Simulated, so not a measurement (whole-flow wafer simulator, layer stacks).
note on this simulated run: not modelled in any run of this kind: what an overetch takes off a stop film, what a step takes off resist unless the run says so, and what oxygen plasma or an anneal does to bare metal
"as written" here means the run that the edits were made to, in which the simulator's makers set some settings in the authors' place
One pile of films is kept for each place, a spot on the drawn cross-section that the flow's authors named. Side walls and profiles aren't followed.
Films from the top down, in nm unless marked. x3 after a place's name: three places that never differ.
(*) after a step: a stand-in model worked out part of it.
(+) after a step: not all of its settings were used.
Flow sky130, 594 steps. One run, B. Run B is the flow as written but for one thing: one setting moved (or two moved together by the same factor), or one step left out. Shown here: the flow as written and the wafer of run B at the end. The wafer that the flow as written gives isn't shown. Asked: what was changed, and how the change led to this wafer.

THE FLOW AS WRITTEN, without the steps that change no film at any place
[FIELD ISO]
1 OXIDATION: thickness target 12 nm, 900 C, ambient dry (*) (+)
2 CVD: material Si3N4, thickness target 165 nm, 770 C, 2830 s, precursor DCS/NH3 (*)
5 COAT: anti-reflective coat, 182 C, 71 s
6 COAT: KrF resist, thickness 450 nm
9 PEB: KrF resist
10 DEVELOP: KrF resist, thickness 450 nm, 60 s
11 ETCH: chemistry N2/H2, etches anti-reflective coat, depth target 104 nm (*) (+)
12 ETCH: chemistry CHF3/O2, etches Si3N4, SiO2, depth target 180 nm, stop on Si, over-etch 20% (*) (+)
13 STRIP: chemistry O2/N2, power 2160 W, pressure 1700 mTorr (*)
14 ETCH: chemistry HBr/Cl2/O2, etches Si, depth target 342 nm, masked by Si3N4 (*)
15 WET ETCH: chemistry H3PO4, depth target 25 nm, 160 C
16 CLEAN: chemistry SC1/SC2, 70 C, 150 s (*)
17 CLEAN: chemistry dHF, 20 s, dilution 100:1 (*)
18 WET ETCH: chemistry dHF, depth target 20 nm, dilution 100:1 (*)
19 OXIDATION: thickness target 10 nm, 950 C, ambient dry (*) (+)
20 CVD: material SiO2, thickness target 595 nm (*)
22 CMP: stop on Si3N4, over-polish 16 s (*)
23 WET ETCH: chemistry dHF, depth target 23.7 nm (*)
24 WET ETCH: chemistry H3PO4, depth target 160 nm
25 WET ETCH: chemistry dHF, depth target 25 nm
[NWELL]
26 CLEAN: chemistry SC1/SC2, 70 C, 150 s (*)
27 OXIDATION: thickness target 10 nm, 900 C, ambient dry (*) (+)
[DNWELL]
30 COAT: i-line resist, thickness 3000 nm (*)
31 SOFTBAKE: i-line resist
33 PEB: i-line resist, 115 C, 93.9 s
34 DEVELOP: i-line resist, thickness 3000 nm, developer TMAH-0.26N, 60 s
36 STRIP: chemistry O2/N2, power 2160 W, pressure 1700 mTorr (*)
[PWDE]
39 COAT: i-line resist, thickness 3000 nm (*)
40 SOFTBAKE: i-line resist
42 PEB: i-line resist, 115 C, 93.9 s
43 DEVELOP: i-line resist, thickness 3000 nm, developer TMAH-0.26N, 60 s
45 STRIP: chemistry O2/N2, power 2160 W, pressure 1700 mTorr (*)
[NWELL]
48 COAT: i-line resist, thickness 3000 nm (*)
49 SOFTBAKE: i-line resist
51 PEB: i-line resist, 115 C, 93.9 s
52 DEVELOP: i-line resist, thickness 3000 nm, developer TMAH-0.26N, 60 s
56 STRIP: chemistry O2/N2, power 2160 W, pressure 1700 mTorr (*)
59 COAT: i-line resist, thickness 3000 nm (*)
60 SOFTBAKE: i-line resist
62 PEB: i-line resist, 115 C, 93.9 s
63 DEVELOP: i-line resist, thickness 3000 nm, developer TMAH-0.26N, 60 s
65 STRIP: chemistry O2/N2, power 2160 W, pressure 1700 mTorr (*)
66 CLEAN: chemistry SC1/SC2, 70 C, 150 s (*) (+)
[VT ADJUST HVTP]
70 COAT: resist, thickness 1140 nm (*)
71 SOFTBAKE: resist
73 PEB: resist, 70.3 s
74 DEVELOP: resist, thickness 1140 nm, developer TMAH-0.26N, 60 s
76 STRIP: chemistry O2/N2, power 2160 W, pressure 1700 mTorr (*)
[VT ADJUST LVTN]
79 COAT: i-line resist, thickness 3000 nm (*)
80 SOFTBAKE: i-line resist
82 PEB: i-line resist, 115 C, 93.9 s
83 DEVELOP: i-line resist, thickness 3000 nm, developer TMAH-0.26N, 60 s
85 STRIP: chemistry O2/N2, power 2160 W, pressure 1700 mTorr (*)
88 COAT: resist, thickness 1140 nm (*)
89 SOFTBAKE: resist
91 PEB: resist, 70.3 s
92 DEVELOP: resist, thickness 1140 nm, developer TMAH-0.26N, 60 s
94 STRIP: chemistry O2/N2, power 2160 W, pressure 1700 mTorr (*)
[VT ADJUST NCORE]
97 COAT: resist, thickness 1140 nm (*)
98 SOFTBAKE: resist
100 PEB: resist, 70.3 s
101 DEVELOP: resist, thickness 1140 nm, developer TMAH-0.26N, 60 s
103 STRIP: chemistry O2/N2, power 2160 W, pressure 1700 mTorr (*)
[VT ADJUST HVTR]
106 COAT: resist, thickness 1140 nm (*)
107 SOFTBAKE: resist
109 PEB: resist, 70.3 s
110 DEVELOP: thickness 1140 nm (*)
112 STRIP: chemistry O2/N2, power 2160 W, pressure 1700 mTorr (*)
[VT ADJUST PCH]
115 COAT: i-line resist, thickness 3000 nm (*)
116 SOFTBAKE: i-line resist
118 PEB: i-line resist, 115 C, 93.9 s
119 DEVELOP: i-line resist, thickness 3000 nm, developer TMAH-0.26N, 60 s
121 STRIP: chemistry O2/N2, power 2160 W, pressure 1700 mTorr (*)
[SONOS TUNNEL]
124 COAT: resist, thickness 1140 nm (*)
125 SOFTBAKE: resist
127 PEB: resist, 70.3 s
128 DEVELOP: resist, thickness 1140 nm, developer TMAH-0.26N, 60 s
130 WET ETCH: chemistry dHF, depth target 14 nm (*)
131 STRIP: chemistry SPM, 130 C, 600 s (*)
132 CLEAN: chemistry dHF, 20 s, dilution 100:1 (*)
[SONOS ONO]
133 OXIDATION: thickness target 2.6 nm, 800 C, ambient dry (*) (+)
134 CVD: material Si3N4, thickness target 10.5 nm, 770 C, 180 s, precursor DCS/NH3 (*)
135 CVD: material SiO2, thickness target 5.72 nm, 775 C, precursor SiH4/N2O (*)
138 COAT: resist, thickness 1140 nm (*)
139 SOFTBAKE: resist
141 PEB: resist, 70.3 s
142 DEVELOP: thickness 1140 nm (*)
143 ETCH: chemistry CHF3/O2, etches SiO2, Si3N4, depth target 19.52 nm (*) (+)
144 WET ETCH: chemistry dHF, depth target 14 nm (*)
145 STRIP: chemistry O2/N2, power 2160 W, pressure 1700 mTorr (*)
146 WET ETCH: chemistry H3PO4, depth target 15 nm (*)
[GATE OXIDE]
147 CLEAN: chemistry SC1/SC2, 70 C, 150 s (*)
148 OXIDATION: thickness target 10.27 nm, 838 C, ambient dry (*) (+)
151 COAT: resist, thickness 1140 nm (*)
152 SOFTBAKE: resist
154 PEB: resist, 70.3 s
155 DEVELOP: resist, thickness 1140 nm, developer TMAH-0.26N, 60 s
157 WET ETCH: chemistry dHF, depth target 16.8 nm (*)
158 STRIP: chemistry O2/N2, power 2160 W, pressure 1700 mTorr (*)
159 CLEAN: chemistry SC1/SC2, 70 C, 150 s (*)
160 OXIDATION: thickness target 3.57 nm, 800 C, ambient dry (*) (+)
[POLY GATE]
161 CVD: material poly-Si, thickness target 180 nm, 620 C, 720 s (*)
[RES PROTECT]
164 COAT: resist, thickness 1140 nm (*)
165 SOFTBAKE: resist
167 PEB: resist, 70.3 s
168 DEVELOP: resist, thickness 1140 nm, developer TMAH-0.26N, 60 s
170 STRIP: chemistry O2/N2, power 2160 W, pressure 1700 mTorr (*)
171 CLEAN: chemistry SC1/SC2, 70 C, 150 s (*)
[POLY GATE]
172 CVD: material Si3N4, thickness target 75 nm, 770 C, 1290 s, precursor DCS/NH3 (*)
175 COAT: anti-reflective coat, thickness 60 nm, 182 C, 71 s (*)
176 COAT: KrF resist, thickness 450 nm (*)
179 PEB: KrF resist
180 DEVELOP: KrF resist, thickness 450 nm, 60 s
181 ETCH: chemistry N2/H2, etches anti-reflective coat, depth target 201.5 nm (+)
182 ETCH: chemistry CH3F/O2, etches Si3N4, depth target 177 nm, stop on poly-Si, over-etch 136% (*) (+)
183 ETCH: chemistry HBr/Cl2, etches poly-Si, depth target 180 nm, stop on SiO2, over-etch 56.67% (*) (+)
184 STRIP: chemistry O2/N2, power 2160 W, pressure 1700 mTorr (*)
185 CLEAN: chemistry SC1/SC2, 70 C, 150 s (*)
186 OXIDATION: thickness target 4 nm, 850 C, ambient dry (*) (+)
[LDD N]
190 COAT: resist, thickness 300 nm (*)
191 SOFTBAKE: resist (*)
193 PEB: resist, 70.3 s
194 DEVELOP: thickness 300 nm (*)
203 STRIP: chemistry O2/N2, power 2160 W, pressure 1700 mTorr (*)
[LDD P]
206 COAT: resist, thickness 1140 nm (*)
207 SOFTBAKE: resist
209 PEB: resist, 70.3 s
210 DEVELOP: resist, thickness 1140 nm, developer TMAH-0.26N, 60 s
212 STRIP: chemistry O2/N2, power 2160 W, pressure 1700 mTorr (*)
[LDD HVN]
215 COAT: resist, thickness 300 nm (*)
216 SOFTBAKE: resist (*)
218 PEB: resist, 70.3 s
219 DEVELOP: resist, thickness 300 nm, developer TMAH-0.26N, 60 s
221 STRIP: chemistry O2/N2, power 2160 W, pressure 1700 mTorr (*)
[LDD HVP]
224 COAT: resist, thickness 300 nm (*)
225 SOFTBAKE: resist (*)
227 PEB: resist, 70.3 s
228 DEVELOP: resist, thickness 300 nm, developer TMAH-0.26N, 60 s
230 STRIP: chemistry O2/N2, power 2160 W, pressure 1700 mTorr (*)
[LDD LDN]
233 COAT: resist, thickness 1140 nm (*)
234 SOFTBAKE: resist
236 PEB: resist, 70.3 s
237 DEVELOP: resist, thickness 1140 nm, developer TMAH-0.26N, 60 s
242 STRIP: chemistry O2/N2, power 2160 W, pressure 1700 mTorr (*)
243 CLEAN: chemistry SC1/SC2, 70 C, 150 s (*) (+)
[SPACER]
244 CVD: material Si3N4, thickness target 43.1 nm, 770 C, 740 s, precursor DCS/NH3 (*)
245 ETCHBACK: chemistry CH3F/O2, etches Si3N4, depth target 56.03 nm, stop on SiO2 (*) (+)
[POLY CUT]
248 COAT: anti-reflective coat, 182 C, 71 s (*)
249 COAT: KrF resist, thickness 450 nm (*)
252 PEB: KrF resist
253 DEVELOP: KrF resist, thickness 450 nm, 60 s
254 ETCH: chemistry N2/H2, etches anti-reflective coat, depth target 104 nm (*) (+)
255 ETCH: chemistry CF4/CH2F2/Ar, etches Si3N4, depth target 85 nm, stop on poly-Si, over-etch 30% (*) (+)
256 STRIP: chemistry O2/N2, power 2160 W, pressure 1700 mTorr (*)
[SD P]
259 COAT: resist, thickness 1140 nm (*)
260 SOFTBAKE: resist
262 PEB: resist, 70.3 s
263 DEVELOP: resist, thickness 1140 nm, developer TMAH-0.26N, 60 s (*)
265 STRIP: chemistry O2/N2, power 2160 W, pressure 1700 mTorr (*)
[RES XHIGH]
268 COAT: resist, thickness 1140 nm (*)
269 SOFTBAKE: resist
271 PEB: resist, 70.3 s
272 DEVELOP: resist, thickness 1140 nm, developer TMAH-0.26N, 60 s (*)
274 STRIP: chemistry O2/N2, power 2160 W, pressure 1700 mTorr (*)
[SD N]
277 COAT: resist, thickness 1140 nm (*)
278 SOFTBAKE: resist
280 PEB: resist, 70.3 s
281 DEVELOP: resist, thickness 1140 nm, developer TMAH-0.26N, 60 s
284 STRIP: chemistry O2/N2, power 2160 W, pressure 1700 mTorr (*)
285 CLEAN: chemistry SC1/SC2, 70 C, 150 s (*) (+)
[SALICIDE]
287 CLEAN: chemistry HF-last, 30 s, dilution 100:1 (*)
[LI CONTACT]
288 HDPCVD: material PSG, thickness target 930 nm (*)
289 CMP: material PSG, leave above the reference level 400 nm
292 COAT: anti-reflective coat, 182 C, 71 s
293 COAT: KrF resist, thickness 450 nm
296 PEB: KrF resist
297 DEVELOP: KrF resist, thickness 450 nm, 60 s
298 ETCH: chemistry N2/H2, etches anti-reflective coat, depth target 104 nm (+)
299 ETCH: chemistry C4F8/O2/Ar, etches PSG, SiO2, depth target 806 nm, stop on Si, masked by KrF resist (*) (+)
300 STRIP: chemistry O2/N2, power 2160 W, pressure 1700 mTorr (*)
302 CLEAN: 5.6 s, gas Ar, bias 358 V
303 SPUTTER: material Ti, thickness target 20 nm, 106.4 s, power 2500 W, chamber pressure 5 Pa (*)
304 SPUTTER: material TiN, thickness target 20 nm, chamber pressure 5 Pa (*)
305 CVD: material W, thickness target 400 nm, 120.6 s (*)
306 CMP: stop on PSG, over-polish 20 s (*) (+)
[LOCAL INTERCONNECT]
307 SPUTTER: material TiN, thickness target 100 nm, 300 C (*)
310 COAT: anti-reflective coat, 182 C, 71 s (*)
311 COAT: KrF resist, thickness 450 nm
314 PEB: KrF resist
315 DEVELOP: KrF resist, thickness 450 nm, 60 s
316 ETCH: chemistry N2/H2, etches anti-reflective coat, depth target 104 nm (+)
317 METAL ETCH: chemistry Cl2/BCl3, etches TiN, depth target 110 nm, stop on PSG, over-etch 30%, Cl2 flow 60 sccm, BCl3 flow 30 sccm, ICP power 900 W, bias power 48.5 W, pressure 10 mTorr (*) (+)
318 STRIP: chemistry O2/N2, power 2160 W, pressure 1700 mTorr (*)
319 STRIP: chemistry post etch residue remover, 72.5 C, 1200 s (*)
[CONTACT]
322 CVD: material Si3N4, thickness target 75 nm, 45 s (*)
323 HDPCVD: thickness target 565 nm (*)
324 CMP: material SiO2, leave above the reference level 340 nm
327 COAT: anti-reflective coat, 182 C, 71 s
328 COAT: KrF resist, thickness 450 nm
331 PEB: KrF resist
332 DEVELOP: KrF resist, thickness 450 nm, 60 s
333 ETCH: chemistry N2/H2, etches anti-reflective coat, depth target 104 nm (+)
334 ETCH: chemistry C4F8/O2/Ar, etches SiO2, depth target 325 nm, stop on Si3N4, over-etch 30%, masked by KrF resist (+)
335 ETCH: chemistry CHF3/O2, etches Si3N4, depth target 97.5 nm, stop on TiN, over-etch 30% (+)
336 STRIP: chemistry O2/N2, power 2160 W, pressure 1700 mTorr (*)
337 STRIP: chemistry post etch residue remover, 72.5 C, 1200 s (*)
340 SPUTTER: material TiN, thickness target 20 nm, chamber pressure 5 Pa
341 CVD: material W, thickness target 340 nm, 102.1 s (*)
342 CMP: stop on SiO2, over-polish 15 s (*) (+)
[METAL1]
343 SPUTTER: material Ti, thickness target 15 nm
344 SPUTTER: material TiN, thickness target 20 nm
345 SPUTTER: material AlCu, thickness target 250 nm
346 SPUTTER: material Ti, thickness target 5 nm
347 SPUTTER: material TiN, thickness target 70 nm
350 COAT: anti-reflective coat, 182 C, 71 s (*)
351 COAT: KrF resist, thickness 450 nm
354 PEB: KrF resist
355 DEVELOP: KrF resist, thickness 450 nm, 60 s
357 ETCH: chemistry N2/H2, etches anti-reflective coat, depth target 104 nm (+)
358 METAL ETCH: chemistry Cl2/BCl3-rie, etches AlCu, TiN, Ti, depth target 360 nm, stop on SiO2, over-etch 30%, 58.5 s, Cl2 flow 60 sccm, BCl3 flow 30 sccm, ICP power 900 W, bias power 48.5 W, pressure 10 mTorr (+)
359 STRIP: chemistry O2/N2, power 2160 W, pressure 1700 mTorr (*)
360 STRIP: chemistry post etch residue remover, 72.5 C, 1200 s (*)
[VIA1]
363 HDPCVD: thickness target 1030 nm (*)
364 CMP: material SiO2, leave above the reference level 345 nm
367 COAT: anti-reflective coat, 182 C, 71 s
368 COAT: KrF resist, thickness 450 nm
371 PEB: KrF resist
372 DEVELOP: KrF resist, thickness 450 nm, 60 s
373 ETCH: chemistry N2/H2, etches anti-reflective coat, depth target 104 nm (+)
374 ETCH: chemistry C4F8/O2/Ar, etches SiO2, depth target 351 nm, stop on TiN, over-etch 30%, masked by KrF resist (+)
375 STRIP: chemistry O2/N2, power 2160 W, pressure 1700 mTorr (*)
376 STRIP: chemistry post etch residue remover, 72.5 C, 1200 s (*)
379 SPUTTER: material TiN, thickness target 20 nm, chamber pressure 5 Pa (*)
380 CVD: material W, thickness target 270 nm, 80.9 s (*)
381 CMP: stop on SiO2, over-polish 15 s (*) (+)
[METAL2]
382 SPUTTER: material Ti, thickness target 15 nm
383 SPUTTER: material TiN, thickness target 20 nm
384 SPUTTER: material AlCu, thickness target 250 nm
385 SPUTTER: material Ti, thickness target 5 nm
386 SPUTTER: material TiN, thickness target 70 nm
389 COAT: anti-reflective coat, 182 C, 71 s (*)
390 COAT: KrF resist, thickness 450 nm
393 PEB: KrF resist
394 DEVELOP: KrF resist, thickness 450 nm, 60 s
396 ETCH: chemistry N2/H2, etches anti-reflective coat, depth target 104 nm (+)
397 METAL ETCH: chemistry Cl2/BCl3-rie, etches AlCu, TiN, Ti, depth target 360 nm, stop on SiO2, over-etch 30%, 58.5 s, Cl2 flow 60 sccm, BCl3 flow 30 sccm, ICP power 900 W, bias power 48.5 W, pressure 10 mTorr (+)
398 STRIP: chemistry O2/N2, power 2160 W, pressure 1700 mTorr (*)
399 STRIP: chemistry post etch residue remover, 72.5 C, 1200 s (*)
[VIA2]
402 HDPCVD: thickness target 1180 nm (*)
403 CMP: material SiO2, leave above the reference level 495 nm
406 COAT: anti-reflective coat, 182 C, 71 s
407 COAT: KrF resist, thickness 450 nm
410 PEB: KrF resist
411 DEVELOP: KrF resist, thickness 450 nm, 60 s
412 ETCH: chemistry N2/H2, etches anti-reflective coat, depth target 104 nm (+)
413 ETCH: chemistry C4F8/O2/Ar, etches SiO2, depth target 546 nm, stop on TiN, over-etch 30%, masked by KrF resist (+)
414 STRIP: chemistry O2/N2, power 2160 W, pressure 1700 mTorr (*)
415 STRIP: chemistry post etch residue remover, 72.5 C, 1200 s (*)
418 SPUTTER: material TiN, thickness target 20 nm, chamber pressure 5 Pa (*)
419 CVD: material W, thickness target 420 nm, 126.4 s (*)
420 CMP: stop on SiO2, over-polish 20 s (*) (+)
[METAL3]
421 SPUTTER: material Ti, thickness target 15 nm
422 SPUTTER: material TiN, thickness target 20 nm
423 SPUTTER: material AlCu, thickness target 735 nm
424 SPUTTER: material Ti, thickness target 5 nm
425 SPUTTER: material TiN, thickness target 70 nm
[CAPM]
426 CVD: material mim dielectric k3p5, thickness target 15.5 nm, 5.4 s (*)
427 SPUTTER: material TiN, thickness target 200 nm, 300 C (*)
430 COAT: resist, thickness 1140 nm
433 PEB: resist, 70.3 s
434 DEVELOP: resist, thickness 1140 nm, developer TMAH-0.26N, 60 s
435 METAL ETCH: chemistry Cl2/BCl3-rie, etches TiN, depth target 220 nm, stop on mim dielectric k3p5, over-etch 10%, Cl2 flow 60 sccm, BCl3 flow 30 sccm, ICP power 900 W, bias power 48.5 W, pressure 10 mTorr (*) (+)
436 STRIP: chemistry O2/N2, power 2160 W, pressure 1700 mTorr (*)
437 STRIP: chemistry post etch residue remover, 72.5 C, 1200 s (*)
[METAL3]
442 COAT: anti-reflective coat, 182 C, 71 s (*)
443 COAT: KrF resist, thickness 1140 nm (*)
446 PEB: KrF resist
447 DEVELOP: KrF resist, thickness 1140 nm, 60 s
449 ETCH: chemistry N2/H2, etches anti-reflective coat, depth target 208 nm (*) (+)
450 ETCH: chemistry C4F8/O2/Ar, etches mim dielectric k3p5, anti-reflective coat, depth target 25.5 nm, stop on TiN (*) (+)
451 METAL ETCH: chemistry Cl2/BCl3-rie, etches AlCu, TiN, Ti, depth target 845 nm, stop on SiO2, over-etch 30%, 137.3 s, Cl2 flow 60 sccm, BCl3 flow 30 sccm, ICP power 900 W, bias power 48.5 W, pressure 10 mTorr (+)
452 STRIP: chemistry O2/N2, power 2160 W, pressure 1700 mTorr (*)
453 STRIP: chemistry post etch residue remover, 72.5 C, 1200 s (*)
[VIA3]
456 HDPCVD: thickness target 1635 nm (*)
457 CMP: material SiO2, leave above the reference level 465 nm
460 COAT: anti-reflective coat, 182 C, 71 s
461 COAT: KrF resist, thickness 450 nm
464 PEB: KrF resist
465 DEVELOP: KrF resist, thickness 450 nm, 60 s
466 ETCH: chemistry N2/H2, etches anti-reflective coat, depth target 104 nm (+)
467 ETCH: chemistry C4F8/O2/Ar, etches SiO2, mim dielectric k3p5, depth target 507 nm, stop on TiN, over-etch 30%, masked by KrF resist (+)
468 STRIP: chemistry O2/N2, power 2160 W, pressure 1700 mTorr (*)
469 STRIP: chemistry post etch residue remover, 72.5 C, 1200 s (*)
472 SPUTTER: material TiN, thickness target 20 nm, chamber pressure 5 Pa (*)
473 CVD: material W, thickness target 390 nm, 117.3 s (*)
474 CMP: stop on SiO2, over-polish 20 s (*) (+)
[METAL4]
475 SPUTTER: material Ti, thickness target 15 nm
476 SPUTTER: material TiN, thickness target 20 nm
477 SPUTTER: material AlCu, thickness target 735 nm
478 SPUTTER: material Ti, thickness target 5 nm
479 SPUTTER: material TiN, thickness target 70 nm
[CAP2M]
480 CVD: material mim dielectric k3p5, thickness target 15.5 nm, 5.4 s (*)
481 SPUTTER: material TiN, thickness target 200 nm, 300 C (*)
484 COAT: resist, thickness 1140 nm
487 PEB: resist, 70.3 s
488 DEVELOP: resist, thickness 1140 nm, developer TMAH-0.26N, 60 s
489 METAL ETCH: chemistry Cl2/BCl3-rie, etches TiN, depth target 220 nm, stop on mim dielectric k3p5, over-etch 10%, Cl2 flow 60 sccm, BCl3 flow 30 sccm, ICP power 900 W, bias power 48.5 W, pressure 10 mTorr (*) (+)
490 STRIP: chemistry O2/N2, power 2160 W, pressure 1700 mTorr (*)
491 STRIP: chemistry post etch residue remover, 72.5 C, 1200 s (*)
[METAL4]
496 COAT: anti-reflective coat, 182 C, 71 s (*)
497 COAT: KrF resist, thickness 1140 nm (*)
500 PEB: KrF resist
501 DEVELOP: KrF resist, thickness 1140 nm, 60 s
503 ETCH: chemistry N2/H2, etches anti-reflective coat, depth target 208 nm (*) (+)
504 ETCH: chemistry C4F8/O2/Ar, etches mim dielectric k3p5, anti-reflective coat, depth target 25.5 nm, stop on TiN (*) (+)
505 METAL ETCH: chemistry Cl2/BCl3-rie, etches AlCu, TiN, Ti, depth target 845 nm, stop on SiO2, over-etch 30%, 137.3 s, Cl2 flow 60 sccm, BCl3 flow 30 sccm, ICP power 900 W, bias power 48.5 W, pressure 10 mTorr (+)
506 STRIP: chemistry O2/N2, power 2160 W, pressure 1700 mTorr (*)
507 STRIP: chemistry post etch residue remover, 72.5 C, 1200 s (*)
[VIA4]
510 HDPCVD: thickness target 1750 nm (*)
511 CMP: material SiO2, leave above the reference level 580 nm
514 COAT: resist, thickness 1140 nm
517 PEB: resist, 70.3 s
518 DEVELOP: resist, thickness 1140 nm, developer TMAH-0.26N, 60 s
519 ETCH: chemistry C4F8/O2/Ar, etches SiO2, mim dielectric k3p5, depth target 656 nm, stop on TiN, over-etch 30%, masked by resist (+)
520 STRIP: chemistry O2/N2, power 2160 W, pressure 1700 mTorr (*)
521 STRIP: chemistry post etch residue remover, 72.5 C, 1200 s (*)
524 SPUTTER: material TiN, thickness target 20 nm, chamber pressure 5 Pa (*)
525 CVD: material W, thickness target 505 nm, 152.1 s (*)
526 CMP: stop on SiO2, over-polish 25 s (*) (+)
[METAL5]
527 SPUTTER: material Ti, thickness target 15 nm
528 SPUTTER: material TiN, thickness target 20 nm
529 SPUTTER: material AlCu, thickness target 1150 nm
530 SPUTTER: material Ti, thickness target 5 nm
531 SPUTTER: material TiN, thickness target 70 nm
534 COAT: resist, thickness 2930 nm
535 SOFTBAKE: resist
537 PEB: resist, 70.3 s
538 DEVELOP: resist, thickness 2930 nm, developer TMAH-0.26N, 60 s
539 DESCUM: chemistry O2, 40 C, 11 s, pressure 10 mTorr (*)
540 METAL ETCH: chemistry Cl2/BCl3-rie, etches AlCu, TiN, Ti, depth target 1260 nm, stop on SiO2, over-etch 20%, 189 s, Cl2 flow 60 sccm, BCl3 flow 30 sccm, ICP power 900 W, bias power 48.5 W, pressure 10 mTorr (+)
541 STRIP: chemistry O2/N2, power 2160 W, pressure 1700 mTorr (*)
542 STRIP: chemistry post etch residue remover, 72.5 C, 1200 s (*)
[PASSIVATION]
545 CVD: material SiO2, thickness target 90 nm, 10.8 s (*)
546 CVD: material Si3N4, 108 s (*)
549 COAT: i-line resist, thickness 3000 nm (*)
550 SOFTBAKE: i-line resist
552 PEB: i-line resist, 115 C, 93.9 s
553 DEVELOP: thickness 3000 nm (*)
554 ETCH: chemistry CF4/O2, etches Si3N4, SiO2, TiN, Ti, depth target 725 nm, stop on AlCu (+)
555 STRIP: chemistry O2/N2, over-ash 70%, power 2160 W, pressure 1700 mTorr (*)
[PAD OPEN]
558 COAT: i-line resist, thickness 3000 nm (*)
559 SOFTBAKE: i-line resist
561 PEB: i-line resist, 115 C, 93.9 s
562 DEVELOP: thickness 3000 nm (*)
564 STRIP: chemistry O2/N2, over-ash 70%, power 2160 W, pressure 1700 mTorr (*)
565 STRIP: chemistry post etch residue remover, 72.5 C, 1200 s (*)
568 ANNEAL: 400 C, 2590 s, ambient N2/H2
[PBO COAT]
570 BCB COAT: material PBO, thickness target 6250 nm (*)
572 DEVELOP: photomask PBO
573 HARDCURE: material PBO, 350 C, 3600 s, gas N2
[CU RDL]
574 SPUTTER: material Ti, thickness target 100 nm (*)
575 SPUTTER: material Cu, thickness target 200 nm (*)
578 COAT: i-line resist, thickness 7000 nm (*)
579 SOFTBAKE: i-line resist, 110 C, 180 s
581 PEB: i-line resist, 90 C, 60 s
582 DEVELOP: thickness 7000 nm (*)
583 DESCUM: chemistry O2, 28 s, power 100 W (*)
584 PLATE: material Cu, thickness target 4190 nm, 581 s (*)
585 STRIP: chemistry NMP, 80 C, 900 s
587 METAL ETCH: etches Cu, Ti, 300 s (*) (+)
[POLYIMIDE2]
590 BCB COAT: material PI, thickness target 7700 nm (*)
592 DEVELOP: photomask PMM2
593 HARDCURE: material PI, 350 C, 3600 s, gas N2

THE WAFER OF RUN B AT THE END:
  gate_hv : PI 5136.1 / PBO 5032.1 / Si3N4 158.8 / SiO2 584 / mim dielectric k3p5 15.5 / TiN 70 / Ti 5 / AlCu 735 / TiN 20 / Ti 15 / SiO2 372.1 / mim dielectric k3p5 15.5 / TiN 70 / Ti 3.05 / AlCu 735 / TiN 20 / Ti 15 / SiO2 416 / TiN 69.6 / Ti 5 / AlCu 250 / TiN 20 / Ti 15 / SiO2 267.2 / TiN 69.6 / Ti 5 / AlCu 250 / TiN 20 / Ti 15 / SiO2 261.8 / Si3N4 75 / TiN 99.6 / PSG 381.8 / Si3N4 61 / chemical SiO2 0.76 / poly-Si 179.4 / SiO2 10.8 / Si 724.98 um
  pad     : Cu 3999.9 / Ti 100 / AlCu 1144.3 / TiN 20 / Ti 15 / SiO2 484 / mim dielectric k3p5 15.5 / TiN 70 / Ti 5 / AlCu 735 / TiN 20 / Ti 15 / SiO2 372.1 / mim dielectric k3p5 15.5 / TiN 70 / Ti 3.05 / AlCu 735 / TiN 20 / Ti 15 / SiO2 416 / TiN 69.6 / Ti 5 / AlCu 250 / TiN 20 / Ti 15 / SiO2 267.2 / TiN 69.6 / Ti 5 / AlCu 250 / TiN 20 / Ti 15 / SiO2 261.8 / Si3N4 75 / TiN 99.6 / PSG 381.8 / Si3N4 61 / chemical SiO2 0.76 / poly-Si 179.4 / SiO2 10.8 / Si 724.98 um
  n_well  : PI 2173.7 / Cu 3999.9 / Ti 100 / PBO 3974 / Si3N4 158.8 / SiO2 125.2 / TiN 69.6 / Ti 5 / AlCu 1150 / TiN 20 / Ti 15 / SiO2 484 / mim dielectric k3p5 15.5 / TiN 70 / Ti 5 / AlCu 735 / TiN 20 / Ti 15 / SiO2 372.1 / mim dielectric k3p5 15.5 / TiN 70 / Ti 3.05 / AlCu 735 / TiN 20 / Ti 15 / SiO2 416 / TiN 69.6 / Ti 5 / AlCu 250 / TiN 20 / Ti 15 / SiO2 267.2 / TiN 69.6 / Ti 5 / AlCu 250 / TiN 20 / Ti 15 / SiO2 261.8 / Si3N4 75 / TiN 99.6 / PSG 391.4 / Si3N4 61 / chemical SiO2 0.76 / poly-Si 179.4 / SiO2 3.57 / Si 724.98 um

The cause: step 424, SPUTTER: thickness target 3.05 nm was run, where the flow has thickness target 5 nm.
It can be read off the wafer: gate_hv has Ti 3.05, and step 424 as written asks for 5 nm.

How the change led to this, step by step:
  424 SPUTTER: material Ti, thickness target 5 nm
      field, active, n_well and 188 more: Ti +3.05 (new film) (as written it would be: Ti +5 (new film))
  451 METAL ETCH: chemistry Cl2/BCl3-rie, etches AlCu, TiN, Ti, depth target 845 nm, stop on SiO2, over-etch 30%, 137.3 s, Cl2 flow 60 sccm, BCl3 flow 30 sccm, ICP power 900 W, bias power 48.5 W, pressure 10 mTorr (+)
      field, gate, spacer and 68 more: TiN -70 (all of it), Ti -3.05 (all of it), AlCu -735 (all of it), TiN -20 (all of it), Ti -15 (all of it), SiO2 -25.5 (as written it would be: TiN -70 (all of it), Ti -5 (all of it), AlCu -735 (all of it), TiN -20 (all of it), Ti -15 (all of it), SiO2 -25.4)
      active, vpp_ln, vpp_iso2 and 11 more: TiN -70 (all of it), Ti -3.05 (all of it), AlCu -735 (all of it), TiN -20 (all of it), Ti -15 (all of it), SiO2 -25.5 (as written it would be: TiN -70 (all of it), Ti -5 (all of it), AlCu -735 (all of it), TiN -20 (all of it), Ti -15 (all of it), SiO2 -25.3)
